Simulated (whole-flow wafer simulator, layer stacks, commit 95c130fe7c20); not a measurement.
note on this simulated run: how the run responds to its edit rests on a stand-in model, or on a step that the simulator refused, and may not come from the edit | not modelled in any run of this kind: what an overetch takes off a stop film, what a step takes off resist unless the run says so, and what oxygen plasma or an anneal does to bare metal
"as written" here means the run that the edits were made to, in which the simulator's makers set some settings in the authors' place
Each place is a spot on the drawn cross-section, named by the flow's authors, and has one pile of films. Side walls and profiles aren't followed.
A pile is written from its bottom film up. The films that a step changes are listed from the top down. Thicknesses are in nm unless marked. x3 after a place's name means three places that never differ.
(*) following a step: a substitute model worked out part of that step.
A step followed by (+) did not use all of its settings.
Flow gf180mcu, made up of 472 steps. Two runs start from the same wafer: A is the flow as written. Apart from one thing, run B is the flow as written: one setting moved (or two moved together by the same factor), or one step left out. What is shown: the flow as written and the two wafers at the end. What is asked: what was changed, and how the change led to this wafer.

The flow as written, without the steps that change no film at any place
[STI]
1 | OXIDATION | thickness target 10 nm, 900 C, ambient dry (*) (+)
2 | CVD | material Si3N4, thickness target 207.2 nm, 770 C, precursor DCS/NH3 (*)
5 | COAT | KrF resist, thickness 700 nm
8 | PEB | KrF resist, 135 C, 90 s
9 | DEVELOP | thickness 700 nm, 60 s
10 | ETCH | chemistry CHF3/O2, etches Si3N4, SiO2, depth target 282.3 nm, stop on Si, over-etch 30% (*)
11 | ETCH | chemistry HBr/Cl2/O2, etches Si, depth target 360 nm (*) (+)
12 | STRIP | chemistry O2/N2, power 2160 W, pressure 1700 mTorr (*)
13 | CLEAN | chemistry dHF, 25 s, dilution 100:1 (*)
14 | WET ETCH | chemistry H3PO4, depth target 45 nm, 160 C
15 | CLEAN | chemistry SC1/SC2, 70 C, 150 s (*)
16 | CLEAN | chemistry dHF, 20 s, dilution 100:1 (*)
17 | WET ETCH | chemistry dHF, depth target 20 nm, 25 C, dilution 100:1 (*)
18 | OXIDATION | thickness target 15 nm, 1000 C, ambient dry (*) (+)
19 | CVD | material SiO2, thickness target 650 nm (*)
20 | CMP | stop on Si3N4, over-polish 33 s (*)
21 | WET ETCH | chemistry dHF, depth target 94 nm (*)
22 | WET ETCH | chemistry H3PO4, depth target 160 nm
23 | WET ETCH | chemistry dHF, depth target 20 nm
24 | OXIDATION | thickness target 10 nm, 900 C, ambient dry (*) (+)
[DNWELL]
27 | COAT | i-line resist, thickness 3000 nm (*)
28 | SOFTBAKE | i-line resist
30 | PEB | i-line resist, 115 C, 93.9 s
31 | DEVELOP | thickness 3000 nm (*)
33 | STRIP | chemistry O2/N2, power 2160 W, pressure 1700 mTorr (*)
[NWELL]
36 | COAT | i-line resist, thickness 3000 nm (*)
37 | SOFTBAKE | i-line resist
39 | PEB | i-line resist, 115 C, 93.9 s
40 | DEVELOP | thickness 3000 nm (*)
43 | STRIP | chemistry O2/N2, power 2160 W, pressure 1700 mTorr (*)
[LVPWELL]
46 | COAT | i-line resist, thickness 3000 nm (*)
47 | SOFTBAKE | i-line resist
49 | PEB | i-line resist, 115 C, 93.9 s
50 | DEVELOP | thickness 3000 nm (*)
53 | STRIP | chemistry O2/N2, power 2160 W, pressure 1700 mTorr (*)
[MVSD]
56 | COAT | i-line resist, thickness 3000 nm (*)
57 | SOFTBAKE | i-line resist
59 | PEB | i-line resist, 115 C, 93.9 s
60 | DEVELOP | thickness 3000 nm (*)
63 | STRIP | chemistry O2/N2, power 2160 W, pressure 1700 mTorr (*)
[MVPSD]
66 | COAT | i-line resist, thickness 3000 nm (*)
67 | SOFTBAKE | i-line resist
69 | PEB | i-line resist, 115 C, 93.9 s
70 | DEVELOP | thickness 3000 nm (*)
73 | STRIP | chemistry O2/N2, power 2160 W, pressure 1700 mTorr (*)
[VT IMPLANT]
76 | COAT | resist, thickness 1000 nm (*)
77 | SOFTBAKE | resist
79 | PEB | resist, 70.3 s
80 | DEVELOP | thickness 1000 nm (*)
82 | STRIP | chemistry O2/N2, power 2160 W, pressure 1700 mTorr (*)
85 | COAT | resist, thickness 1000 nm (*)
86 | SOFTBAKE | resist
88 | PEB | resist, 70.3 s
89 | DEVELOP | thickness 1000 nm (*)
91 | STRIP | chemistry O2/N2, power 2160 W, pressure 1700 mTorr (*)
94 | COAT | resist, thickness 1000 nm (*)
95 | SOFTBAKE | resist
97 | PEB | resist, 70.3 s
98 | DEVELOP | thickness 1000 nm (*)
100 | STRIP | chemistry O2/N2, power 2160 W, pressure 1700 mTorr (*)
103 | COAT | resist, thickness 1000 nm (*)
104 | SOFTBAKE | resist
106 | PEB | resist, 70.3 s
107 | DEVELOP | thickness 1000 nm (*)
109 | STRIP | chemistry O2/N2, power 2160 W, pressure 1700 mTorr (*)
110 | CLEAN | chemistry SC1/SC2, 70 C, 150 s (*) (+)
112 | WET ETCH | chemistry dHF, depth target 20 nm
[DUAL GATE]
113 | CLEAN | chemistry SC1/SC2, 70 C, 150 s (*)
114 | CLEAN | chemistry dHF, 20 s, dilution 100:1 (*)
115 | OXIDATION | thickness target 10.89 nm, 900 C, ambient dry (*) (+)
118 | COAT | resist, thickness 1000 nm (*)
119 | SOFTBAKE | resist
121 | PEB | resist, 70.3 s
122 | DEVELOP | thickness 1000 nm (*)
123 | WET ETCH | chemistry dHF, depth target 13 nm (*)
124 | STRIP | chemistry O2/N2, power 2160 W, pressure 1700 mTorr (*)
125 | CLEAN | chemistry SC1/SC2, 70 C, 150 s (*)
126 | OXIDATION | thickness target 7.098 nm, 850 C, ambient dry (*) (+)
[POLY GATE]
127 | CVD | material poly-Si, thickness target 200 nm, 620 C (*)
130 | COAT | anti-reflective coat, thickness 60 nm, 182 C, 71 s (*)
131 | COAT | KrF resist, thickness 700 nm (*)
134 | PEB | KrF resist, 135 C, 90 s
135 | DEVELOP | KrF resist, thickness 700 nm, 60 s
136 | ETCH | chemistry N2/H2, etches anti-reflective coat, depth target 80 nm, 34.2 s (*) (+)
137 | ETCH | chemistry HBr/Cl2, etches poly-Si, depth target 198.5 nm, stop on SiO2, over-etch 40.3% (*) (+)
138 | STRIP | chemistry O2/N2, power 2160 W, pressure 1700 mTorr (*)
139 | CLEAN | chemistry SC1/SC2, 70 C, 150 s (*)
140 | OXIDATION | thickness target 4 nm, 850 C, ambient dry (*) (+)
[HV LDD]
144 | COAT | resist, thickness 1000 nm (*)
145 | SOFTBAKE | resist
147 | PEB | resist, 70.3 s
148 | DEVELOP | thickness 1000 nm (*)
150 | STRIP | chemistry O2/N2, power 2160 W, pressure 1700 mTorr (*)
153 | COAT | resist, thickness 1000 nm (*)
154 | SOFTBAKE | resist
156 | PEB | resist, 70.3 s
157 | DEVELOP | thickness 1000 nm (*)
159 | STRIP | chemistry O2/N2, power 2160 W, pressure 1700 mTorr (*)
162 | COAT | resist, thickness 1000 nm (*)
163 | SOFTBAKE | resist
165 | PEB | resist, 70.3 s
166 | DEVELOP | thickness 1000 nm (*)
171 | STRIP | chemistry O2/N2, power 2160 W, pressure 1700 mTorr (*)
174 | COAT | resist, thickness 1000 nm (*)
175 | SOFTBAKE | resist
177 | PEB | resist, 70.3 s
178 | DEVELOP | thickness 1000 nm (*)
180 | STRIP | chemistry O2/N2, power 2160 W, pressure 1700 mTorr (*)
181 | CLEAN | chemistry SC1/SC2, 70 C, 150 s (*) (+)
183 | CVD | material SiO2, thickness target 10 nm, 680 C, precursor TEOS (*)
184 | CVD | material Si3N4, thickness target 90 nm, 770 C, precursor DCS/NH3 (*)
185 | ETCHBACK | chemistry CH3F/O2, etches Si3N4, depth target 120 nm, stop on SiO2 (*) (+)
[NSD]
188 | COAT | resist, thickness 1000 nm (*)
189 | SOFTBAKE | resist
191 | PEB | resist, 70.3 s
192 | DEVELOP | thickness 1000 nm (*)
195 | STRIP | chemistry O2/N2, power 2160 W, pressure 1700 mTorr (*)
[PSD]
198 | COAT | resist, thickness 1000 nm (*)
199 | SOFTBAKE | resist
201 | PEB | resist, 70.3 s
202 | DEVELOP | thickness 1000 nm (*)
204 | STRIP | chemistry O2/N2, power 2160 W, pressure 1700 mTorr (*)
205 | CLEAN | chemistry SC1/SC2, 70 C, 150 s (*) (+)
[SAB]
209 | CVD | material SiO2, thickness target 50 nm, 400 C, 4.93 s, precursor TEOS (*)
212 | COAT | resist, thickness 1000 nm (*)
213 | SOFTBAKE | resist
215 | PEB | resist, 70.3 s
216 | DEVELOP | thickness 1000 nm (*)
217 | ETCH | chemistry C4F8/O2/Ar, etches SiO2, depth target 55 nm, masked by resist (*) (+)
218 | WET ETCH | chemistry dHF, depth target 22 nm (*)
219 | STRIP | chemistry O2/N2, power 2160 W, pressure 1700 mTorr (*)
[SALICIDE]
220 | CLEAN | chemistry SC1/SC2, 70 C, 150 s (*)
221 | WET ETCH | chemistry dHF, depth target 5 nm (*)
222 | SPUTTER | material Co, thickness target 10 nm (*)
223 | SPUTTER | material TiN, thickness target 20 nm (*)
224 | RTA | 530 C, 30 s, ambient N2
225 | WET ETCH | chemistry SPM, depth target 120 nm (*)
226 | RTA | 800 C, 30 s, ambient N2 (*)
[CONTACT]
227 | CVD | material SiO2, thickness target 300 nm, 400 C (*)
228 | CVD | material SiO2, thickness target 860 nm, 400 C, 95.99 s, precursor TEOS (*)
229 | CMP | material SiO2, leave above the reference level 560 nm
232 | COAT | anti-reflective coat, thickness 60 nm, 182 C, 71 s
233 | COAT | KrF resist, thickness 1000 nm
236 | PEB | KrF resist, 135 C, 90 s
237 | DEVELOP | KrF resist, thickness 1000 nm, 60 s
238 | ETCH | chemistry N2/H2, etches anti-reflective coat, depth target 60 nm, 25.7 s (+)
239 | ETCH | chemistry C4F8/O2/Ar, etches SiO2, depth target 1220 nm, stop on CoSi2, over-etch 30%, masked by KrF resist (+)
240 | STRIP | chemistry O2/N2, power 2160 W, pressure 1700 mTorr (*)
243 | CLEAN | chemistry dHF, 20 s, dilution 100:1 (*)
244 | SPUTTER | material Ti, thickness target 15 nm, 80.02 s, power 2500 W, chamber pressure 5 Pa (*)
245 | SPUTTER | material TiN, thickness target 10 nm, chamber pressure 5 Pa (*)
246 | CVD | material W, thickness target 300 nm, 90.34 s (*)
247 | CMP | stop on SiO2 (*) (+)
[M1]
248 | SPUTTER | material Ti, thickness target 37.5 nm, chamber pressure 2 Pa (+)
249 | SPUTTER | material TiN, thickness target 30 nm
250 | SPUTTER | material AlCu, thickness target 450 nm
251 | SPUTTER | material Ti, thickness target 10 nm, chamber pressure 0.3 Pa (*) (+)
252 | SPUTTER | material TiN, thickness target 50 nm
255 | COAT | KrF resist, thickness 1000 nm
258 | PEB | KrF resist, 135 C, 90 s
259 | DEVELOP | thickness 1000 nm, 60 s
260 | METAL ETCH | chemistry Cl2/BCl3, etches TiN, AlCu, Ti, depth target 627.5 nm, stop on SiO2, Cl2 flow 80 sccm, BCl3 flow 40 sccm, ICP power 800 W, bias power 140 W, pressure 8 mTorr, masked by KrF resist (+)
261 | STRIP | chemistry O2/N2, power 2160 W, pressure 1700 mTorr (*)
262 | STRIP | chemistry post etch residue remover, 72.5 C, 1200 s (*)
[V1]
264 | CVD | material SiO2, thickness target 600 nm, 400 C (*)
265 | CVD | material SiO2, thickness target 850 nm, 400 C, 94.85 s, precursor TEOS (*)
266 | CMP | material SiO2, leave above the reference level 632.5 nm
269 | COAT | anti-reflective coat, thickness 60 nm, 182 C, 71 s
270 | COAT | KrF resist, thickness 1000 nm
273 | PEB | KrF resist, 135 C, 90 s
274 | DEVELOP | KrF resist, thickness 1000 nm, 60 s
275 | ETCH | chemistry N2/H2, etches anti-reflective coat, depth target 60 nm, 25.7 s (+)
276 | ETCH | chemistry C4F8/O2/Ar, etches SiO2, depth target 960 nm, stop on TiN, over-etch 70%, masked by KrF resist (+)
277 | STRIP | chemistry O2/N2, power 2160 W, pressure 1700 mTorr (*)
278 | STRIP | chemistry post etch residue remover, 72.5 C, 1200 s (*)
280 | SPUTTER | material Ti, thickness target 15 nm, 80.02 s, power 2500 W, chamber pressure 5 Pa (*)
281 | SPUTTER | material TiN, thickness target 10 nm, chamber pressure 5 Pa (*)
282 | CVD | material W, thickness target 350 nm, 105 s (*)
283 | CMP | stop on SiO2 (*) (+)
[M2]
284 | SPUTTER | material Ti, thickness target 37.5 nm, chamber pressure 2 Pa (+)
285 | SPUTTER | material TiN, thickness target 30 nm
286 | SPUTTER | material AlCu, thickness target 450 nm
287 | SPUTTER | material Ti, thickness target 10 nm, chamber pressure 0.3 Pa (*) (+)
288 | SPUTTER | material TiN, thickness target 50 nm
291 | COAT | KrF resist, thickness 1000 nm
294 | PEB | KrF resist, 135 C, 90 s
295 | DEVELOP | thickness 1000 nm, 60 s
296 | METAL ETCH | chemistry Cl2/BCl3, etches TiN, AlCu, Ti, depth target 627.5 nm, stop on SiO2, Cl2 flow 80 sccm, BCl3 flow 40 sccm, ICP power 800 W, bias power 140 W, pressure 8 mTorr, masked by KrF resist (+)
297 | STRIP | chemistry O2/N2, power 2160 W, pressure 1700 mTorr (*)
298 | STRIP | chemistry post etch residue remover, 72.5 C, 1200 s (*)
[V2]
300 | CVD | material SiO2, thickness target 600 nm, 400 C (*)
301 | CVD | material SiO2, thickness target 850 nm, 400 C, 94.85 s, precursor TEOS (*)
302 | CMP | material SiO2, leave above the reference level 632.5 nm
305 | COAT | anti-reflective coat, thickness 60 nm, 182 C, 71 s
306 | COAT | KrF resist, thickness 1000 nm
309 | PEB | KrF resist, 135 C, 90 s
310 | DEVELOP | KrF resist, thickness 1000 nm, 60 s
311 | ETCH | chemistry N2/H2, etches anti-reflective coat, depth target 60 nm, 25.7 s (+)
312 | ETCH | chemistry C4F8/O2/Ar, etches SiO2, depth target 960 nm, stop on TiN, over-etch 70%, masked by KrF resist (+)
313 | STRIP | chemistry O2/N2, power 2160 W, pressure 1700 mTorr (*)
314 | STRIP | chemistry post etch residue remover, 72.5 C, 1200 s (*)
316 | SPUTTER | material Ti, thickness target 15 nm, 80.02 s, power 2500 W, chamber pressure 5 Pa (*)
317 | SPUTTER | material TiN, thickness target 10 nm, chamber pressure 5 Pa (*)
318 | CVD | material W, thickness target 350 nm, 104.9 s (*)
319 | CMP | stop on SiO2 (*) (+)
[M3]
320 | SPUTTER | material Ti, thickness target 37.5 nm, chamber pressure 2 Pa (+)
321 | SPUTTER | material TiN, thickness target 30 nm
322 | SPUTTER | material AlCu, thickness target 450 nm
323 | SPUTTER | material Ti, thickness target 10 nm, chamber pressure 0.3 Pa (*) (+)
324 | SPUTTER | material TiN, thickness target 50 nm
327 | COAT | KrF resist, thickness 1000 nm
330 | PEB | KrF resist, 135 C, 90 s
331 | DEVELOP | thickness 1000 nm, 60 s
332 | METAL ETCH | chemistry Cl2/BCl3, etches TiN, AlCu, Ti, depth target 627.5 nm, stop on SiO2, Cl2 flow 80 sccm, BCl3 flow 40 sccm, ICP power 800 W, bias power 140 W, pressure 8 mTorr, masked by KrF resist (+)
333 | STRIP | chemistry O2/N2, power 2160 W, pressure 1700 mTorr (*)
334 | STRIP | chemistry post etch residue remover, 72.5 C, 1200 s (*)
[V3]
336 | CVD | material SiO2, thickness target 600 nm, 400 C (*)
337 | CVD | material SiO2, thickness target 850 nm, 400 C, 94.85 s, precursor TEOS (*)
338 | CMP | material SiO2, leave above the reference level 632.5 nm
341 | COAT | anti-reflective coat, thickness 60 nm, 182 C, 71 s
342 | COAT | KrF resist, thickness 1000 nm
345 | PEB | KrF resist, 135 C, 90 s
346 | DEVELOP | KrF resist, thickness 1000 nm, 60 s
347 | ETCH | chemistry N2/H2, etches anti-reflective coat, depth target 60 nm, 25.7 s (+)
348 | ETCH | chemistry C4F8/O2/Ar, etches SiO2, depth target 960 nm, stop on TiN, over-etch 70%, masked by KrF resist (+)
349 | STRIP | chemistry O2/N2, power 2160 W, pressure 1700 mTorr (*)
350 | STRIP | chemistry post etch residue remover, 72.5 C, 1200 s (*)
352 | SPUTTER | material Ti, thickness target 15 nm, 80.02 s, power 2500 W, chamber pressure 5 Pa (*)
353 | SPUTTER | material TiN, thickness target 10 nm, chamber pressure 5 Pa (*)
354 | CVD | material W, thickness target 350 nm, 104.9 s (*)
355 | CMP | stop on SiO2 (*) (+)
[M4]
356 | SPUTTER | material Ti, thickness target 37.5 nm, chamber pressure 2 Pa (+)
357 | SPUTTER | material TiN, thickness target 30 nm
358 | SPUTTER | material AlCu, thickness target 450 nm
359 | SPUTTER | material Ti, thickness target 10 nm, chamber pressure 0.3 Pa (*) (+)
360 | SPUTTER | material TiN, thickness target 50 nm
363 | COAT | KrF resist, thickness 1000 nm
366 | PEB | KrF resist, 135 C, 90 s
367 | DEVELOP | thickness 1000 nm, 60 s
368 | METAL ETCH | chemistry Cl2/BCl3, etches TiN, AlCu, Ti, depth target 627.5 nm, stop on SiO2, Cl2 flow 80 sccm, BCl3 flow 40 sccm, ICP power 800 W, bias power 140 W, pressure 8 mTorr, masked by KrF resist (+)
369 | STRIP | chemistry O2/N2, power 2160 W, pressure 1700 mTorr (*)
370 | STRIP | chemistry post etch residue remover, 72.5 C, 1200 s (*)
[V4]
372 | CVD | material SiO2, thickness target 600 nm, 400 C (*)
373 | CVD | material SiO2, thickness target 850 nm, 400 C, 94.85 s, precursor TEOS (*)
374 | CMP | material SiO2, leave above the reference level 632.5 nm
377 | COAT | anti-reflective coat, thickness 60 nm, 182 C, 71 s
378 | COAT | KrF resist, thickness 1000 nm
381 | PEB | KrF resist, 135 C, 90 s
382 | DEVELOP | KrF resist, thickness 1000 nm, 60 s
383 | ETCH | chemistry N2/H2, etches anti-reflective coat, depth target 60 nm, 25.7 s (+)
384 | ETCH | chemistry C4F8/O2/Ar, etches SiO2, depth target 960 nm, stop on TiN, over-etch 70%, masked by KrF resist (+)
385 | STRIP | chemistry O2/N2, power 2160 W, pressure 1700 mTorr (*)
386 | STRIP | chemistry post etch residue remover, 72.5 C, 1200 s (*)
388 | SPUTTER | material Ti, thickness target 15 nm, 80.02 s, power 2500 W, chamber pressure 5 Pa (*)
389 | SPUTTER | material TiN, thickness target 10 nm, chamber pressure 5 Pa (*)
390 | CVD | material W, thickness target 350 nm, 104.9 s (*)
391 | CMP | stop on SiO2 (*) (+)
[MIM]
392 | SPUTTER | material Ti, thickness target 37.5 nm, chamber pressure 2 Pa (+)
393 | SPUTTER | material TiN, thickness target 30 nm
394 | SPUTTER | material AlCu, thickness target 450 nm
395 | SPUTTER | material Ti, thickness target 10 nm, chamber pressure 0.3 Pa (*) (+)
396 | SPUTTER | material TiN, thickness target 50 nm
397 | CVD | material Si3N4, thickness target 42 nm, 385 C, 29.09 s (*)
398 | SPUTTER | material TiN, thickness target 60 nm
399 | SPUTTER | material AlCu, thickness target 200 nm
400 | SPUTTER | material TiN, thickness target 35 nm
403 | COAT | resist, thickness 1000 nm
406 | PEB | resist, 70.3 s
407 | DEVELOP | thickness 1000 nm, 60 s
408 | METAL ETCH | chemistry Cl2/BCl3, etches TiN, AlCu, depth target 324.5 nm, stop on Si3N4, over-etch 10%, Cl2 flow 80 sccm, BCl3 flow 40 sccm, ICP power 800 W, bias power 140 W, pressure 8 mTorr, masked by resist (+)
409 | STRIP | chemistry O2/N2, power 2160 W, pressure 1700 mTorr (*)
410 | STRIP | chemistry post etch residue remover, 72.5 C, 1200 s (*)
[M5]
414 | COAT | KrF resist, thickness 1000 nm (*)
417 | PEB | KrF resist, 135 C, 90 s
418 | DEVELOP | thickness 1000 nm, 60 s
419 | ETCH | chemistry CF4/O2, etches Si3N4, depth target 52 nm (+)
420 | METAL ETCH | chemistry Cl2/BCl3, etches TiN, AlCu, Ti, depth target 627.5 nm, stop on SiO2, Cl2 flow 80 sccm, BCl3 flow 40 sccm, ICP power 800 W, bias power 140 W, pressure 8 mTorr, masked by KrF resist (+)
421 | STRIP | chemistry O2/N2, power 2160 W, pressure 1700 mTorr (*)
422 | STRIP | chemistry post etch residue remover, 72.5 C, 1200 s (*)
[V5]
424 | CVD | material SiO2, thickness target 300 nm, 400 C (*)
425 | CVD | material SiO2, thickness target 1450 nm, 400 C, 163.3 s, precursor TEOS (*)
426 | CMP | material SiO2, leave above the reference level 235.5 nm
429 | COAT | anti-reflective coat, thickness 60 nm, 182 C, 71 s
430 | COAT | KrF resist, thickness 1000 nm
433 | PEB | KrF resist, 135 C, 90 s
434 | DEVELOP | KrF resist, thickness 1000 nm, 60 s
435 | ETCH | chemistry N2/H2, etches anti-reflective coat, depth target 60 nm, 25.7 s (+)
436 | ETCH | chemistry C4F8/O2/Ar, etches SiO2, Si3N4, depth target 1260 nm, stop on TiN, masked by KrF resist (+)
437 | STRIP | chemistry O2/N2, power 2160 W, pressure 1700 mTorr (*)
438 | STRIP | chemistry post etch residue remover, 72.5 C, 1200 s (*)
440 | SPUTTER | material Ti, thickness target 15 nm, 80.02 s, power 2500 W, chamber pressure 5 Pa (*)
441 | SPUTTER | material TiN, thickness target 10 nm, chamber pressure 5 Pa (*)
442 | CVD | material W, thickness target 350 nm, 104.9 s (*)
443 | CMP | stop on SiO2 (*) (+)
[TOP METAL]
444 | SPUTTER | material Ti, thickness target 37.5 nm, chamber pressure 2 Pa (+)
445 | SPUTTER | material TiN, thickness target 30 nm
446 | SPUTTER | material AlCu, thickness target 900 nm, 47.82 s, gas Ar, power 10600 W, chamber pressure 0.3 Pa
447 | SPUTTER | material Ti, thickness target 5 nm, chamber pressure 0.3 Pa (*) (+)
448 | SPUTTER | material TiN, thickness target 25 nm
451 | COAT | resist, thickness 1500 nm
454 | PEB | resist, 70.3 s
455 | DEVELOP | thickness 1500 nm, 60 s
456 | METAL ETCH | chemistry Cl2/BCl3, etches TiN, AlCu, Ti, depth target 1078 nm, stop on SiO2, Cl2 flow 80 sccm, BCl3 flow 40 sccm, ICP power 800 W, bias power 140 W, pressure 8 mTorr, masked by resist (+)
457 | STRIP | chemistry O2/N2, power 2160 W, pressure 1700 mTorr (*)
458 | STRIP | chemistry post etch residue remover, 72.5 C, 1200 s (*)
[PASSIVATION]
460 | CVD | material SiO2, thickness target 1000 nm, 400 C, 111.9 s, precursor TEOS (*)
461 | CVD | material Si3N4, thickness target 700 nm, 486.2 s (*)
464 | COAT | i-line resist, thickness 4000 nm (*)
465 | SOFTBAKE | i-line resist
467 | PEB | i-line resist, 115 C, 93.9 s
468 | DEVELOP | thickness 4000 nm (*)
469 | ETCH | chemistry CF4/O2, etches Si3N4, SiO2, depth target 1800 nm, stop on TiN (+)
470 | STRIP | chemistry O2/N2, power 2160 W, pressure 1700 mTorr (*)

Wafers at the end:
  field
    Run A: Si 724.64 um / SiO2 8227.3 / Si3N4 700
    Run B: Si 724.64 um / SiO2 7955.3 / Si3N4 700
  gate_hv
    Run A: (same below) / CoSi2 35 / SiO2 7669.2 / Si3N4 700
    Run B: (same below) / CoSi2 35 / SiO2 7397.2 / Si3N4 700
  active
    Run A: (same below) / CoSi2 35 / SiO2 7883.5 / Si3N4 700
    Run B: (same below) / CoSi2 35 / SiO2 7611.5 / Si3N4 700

The reason: step 374, CMP: leave above the reference level 360.5 nm was run, while the flow as written has leave above the reference level 632.5 nm.

The path from the change to this, step by step:
  374 | CMP | material SiO2, leave above the reference level 632.5 nm
      field, field__w1, field__w2 and 103 more: A SiO2 loses 300 | B SiO2 loses 572
      field__w8, contact, m1, m1__w1, m1_nw: A SiO2 loses 877.1 | B SiO2 loses 1149.1
  384 | ETCH | chemistry C4F8/O2/Ar, etches SiO2, depth target 960 nm, stop on TiN, over-etch 70%, masked by KrF resist (+)
      field, field__w1, field__w2 and 107 more: A KrF resist loses 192 | B KrF resist loses 102.2
      contact: A SiO2 loses 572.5 (all of it) | B SiO2 loses 300.5 (all of it)
  385 | STRIP | chemistry O2/N2, power 2160 W, pressure 1700 mTorr (*)
      field, field__w1, field__w2 and 107 more: A KrF resist loses 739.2 (all of it), anti-reflective coat loses 60 (all of it) | B KrF resist loses 829 (all of it), anti-reflective coat loses 60 (all of it)
  388 | SPUTTER | material Ti, thickness target 15 nm, 80.02 s, power 2500 W, chamber pressure 5 Pa (*)
      contact: A Ti gains 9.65 (new film) | B Ti gains 11.4 (new film)
  389 | SPUTTER | material TiN, thickness target 10 nm, chamber pressure 5 Pa (*)
      contact: A TiN gains 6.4 (new film) | B TiN gains 7.58 (new film)
  390 | CVD | material W, thickness target 350 nm, 104.9 s (*)
      contact: A W gains 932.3 (new film) | B W gains 657.3 (new film)
